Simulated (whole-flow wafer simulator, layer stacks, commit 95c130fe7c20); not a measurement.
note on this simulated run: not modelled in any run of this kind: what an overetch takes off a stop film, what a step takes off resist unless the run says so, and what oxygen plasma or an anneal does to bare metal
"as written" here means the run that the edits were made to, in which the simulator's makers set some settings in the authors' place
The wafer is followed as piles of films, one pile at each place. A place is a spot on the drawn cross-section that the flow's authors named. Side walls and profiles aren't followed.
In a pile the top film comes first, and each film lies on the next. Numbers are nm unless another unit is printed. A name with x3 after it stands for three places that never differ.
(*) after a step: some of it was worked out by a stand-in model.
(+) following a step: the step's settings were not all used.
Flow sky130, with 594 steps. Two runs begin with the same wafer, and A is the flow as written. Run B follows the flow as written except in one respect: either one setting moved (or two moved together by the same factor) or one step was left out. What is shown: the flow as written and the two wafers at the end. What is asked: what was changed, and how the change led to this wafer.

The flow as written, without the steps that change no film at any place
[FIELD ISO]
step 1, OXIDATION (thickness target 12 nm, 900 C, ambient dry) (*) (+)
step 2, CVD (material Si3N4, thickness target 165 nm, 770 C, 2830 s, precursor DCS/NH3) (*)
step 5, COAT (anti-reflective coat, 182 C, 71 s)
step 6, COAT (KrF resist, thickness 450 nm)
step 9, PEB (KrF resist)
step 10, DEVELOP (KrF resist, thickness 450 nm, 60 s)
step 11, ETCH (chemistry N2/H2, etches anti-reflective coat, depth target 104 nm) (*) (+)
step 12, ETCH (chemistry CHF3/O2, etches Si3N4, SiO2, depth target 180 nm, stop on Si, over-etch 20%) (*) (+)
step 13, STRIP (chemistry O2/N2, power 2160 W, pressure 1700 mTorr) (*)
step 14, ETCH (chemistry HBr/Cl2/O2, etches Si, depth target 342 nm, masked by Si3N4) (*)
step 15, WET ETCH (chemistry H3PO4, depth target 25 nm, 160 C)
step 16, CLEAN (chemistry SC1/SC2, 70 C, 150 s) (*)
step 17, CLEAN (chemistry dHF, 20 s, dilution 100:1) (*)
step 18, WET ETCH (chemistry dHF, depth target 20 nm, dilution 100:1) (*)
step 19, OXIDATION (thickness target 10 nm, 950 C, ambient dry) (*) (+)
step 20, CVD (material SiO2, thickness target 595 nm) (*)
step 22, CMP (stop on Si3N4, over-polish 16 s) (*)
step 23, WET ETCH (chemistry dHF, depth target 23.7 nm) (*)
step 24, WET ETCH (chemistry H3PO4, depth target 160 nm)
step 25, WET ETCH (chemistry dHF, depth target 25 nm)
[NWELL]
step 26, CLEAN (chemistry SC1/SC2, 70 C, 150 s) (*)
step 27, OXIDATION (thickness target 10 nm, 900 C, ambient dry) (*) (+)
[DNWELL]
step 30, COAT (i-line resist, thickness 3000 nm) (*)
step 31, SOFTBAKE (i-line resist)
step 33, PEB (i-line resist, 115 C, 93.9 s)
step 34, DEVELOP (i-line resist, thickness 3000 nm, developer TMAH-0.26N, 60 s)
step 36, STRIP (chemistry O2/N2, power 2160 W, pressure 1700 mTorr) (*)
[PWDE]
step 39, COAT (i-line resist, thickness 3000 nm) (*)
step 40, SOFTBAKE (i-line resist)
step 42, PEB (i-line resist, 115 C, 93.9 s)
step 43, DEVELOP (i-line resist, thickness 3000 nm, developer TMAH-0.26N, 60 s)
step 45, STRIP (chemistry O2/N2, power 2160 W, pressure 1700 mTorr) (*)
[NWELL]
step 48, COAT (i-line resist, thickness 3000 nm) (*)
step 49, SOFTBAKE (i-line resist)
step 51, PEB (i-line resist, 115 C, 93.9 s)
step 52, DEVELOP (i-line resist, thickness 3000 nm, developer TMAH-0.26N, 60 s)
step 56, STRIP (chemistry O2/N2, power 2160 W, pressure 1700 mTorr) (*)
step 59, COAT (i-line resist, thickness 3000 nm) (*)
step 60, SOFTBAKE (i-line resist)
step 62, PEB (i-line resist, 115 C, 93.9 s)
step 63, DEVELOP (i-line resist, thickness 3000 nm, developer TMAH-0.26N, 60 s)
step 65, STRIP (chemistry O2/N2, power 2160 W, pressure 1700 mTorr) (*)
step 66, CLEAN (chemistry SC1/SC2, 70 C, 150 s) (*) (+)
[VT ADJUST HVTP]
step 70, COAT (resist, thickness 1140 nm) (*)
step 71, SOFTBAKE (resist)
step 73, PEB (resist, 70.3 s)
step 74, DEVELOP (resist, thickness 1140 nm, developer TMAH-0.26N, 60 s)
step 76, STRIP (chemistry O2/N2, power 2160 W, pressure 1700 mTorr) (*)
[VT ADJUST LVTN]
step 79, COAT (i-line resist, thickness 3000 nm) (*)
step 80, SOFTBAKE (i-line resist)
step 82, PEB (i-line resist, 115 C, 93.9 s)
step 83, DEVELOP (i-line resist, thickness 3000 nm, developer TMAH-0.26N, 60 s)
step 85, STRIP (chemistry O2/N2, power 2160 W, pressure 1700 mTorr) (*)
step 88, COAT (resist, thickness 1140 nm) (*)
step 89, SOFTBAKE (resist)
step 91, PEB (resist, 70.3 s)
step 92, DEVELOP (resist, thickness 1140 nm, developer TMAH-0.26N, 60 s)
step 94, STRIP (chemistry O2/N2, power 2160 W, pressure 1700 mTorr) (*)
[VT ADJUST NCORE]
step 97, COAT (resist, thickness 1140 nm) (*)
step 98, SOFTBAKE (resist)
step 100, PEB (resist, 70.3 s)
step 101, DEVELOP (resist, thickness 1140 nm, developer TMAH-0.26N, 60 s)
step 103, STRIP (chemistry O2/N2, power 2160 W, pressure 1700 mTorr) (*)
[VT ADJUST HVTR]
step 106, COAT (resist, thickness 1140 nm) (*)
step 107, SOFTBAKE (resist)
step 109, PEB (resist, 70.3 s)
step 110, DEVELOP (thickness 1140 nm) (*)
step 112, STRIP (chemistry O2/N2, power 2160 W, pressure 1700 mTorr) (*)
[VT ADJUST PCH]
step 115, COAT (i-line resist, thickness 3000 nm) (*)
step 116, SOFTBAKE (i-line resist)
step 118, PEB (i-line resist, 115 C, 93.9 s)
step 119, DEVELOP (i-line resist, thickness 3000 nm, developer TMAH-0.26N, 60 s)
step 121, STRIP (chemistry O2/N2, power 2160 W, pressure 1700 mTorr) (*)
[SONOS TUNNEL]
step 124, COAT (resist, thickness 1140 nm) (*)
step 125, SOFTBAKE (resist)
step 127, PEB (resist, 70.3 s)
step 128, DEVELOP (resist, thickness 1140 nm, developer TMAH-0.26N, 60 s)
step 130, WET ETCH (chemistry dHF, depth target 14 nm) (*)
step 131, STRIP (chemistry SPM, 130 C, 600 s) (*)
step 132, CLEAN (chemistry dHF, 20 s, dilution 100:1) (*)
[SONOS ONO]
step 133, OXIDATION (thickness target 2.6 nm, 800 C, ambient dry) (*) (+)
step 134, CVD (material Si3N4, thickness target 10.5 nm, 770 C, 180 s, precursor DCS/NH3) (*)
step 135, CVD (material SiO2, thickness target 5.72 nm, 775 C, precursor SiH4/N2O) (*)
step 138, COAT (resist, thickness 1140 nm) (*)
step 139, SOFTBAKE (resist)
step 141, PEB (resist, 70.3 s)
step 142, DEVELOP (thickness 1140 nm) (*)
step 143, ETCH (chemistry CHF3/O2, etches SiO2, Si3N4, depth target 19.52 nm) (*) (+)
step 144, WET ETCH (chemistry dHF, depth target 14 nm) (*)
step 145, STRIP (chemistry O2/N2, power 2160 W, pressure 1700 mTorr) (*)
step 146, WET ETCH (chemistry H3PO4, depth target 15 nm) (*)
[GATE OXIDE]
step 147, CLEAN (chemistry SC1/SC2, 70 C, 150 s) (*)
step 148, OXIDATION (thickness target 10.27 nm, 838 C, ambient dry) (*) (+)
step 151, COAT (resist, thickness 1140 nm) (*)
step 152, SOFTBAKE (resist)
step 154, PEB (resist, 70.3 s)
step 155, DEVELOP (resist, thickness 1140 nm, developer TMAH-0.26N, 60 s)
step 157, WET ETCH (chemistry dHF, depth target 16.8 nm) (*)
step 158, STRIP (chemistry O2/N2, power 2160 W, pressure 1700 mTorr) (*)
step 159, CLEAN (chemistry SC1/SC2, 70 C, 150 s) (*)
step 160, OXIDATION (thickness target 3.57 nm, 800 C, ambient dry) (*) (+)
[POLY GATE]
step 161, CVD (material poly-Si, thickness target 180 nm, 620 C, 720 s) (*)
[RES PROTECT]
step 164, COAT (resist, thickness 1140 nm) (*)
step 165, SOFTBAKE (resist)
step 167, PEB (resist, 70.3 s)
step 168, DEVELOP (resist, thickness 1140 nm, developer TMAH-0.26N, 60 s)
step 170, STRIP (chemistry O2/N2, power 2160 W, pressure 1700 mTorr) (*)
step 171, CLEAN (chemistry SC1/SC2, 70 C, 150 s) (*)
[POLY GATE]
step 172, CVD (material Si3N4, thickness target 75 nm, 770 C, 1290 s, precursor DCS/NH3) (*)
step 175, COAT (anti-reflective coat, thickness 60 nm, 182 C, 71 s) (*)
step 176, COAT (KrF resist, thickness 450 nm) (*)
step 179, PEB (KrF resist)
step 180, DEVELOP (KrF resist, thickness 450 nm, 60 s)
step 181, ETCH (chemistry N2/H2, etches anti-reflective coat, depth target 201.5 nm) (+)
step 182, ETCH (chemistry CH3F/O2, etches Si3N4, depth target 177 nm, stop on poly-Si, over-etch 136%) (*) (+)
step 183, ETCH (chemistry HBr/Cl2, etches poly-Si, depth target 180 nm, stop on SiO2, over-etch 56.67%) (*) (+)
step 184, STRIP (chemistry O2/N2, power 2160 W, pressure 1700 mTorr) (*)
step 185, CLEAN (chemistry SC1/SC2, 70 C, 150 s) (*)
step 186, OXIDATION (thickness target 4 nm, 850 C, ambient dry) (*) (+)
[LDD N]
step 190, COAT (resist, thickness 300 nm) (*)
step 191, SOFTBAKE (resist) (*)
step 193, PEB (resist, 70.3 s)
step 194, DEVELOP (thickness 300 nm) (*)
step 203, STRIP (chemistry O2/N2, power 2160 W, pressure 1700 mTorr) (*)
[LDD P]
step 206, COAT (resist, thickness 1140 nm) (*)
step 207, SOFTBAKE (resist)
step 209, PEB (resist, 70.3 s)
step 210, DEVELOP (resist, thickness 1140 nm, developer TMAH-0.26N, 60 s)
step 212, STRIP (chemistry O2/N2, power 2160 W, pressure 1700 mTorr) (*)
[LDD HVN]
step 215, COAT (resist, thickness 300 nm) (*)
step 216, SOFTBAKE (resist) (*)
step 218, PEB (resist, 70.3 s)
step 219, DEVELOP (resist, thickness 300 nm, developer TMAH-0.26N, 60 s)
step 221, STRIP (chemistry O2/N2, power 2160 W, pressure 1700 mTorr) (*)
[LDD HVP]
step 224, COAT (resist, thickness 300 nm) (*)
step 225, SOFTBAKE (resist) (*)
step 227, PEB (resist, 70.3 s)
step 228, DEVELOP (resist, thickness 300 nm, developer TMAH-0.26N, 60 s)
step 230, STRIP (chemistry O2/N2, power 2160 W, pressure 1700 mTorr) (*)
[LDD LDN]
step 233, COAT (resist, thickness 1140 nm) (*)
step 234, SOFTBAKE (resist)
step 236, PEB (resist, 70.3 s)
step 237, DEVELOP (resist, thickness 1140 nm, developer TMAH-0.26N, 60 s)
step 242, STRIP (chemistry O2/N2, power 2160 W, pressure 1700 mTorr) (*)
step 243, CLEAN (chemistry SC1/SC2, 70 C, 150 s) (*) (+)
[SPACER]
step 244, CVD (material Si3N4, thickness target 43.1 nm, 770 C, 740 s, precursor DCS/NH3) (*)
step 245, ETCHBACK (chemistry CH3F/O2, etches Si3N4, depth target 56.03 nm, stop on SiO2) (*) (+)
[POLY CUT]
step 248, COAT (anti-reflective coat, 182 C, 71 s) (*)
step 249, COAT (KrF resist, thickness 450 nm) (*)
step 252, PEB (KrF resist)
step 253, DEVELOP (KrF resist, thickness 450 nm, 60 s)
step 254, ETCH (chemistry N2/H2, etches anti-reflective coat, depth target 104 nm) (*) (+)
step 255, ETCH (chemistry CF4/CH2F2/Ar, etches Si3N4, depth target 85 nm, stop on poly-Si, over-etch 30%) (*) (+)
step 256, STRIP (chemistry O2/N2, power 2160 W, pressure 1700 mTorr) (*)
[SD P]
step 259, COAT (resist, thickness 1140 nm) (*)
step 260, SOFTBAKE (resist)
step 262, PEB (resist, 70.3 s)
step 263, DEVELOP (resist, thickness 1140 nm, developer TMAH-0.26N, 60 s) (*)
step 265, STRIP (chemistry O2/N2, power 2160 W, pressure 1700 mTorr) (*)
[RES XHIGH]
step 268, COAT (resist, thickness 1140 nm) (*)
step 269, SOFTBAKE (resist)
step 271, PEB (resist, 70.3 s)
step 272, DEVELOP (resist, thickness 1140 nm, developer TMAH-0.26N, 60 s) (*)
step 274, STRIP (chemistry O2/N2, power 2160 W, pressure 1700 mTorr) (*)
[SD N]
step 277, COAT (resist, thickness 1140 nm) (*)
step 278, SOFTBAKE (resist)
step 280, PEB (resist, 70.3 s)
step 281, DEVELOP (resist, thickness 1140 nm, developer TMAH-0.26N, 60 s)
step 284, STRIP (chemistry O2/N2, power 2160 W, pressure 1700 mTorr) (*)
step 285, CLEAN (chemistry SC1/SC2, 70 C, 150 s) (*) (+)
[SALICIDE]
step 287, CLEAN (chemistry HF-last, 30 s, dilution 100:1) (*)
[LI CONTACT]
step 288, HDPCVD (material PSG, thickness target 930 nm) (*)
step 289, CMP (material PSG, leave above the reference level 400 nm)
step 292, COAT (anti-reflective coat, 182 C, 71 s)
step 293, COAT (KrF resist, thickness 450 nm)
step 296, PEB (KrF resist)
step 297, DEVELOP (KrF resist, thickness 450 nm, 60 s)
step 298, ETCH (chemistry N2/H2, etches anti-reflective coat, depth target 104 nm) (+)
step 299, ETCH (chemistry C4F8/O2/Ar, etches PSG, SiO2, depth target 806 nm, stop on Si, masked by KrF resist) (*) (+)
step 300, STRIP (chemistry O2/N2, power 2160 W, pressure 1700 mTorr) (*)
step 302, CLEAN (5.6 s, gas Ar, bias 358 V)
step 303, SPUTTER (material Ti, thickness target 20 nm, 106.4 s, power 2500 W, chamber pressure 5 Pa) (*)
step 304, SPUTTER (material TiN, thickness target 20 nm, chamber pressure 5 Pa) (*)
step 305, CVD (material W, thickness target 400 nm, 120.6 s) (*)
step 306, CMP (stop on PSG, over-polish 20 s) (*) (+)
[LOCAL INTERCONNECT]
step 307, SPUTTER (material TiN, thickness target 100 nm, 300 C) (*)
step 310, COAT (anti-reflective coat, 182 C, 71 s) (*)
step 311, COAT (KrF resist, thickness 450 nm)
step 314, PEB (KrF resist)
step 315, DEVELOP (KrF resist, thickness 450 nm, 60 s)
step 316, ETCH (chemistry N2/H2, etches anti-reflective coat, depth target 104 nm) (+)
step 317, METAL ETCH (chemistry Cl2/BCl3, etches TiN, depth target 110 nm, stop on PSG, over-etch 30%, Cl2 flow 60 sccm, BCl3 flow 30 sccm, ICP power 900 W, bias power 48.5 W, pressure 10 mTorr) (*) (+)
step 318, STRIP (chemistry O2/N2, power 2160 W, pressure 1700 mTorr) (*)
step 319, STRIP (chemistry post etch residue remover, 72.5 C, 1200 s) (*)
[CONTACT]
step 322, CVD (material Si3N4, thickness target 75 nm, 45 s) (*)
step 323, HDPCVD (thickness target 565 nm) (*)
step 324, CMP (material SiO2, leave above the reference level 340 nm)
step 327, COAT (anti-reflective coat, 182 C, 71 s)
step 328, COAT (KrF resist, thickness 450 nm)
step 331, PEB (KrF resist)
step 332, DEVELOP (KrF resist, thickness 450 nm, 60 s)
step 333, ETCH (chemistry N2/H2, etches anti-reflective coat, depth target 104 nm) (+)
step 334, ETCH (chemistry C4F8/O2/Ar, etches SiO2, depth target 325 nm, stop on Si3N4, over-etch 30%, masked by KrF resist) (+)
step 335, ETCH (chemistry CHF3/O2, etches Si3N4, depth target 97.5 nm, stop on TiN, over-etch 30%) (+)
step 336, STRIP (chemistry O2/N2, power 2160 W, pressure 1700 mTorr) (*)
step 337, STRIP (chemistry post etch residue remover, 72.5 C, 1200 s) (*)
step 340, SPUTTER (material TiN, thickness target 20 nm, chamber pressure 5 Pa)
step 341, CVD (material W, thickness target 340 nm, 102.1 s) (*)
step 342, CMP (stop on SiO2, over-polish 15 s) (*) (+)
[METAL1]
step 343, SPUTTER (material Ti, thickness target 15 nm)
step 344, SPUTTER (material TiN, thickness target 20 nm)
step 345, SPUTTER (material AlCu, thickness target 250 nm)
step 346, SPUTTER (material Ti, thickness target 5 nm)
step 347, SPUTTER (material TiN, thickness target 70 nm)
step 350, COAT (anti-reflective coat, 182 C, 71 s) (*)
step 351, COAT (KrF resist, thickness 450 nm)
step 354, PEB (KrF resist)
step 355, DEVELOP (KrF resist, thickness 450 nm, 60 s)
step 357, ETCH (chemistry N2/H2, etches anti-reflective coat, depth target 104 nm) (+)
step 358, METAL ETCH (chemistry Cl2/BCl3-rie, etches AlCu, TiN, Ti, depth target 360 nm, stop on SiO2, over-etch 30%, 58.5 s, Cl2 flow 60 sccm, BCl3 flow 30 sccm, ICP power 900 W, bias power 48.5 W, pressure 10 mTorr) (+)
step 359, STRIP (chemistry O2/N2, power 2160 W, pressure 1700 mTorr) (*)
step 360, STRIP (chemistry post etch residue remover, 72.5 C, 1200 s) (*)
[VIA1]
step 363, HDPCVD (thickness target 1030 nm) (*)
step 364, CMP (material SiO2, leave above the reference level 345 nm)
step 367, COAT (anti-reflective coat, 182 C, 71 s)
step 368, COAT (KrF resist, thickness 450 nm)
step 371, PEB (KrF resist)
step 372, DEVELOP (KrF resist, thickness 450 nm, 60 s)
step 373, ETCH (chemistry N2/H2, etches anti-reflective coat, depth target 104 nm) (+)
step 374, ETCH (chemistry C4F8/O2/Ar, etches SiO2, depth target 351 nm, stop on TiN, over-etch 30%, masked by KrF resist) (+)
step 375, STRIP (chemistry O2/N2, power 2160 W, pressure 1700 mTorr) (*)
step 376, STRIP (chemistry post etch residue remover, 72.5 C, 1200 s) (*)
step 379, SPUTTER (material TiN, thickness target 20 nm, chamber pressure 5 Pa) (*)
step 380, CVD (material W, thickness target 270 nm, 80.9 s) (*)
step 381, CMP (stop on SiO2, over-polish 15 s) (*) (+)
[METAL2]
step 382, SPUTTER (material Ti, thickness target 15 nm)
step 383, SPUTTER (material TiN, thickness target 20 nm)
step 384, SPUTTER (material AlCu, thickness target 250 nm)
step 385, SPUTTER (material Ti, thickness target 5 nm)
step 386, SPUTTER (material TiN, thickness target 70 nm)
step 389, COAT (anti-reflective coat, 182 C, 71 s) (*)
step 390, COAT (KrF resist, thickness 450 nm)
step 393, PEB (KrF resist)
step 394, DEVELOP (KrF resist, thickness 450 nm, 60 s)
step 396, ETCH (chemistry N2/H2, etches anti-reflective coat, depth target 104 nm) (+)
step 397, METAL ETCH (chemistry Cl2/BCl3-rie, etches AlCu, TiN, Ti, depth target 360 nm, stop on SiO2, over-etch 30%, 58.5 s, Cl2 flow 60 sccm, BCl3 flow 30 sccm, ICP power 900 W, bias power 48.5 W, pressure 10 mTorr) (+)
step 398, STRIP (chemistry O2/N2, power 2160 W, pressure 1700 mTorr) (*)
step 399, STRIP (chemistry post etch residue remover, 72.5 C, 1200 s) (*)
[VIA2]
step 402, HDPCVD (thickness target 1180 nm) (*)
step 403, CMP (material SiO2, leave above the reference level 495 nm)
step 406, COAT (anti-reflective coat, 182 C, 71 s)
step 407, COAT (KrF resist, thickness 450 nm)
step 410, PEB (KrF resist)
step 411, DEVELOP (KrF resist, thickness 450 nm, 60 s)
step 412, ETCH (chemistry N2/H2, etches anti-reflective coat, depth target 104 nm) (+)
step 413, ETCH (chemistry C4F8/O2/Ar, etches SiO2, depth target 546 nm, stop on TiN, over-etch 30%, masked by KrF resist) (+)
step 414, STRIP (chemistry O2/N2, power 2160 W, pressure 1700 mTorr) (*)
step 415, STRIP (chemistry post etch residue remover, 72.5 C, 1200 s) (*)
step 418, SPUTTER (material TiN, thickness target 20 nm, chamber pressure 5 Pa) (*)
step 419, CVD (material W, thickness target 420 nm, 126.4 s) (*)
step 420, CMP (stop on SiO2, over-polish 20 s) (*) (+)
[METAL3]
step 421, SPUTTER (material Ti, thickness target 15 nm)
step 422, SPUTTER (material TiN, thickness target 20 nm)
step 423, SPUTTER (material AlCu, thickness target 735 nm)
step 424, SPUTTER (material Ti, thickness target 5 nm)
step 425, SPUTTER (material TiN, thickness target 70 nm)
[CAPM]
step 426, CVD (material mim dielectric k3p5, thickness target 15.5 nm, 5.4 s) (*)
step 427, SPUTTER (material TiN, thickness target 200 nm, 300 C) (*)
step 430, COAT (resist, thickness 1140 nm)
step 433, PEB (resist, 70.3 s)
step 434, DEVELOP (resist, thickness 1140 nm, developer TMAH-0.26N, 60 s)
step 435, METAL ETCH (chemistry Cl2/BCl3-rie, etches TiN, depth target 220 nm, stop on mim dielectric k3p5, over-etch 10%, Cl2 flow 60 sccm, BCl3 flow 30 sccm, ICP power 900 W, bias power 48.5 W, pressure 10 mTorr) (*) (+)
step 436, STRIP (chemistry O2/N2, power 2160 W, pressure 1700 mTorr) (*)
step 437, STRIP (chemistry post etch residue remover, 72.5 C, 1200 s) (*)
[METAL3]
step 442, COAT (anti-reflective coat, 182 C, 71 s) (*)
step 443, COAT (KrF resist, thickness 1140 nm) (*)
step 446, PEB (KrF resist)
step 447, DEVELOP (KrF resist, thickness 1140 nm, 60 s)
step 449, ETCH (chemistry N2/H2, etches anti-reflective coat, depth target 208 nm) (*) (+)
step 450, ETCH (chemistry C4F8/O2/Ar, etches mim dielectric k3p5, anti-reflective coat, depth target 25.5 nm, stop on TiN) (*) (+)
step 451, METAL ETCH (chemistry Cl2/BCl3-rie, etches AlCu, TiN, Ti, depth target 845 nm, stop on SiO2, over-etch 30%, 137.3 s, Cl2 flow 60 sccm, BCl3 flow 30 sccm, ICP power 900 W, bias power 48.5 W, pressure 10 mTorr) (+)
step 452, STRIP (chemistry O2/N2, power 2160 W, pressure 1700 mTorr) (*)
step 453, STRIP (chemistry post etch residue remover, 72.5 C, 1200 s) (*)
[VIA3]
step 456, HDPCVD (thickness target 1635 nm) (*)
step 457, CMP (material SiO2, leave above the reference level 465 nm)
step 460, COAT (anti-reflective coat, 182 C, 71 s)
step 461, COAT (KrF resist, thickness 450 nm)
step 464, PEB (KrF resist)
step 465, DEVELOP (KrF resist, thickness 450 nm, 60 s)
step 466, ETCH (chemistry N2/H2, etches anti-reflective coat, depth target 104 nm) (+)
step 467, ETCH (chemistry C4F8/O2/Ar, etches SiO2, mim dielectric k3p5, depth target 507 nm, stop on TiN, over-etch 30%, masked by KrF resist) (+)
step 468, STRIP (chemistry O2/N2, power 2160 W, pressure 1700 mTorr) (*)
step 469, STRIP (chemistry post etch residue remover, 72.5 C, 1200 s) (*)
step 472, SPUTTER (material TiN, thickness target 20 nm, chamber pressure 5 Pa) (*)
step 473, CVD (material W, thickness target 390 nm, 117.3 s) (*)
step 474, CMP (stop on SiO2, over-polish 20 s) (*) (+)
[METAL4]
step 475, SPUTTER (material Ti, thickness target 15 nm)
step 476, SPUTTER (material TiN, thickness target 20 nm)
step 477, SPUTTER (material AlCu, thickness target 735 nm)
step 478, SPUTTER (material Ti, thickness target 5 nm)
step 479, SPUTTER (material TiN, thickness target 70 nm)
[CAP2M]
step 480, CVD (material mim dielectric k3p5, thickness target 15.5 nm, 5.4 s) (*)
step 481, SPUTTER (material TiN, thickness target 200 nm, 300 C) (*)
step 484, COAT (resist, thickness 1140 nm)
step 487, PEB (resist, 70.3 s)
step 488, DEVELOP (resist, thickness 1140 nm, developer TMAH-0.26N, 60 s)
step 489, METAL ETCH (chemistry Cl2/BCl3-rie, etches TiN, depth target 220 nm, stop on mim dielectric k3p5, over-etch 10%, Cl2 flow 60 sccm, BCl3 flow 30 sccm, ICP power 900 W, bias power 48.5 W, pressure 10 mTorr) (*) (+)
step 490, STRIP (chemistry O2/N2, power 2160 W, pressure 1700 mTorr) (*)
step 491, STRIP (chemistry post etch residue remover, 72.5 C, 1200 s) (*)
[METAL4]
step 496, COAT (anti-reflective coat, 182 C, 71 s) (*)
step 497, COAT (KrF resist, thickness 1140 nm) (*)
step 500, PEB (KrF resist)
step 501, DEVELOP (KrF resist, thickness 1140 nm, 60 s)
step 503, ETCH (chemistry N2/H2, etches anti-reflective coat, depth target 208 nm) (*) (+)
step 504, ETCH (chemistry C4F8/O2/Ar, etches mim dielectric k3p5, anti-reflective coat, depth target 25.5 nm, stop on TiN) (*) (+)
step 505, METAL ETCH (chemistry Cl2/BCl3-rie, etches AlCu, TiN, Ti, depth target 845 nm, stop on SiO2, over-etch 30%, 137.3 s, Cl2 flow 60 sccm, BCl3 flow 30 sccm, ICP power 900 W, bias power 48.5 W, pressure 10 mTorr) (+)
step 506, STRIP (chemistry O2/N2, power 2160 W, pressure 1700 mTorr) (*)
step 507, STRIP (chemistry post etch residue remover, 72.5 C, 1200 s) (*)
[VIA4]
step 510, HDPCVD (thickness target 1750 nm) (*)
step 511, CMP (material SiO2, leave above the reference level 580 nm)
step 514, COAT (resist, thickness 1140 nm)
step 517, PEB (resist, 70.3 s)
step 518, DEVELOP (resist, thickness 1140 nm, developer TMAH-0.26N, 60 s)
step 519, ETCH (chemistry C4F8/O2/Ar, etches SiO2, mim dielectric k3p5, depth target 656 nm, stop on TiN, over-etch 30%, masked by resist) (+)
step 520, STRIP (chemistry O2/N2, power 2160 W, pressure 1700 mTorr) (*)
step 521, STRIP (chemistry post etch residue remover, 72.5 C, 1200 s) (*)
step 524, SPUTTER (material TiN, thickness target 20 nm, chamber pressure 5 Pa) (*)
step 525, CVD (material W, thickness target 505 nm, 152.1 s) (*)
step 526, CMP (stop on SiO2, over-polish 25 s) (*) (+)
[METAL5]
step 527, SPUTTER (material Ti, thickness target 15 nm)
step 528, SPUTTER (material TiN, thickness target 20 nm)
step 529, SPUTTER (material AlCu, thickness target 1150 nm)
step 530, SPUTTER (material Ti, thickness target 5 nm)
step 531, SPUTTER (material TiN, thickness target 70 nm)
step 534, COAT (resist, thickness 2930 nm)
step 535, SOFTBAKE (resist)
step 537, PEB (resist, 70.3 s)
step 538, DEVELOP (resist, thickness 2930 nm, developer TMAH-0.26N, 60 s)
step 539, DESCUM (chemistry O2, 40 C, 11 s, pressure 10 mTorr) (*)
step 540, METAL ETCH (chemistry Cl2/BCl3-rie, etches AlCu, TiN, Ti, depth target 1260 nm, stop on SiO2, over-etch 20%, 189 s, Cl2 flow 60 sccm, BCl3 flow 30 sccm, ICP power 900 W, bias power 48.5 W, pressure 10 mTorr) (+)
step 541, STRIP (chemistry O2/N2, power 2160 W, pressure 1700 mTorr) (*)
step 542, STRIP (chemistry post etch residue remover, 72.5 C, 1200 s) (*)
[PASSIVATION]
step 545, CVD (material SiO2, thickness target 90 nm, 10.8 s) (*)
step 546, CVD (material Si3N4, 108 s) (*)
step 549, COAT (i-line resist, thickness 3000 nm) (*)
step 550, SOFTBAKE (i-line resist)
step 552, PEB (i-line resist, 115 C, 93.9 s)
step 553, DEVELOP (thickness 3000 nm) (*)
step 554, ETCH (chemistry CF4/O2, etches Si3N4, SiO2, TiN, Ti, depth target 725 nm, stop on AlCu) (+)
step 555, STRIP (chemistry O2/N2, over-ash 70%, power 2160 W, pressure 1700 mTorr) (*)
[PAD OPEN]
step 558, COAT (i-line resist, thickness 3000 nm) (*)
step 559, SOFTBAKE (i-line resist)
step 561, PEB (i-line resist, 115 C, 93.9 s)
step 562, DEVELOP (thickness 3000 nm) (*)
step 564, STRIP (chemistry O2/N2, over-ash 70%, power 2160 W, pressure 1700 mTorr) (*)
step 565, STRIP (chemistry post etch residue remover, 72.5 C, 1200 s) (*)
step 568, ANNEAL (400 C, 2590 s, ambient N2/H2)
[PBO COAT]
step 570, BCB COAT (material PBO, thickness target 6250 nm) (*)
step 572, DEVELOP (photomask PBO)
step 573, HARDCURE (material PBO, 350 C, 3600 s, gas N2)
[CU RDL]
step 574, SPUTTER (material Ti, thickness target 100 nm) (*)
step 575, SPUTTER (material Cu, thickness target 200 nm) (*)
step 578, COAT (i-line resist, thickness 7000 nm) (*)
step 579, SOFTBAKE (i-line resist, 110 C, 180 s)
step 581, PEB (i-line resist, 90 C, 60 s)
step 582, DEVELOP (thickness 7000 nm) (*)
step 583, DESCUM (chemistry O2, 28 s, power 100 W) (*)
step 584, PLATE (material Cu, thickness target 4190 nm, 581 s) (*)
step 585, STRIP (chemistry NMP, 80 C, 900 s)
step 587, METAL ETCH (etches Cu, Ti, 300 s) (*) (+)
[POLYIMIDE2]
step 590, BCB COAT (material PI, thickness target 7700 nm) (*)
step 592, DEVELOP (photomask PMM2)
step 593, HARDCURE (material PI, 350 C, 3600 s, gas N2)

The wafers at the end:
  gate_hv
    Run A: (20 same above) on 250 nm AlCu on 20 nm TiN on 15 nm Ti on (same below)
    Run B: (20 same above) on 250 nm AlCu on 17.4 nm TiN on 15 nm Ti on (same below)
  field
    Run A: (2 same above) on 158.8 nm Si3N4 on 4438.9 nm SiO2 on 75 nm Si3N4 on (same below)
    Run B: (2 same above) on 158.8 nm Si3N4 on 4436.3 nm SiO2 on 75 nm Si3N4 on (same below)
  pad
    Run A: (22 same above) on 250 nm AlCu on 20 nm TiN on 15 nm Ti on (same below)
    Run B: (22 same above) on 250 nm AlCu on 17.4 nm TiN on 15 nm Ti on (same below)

Cause: step 383, SPUTTER: thickness target 17.4 nm was run, while the flow as written has thickness target 20 nm.
One can read it off the wafer: gate_hv has TiN 17.4, and step 383 as written asks for 20 nm.

How this came from the change, step by step:
  step 383, SPUTTER (material TiN, thickness target 20 nm)
      field, active, n_well and 188 more: A TiN gains 20 (new film) | B TiN gains 17.4 (new film)
  step 397, METAL ETCH (chemistry Cl2/BCl3-rie, etches AlCu, TiN, Ti, depth target 360 nm, stop on SiO2, over-etch 30%, 58.5 s, Cl2 flow 60 sccm, BCl3 flow 30 sccm, ICP power 900 W, bias power 48.5 W, pressure 10 mTorr) (+)
      field, active, gate and 82 more: A TiN loses 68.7 (all of it), Ti loses 5 (all of it), AlCu loses 250 (all of it), TiN loses 20 (all of it), Ti loses 15 (all of it), SiO2 loses 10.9 | B TiN loses 68.7 (all of it), Ti loses 5 (all of it), AlCu loses 250 (all of it), TiN loses 17.4 (all of it), Ti loses 15 (all of it), SiO2 loses 11.2
  step 550, SOFTBAKE (i-line resist)
      via1_hole: A i-line resist loses 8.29 | B i-line resist loses 7.42
      via1_enc: A i-line resist loses 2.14 | B i-line resist loses 1.33
  step 559, SOFTBAKE (i-line resist)
      via1_hole: A i-line resist loses 8.29 | B i-line resist loses 7.42
      via1_enc: A i-line resist loses 2.14 | B i-line resist loses 1.33
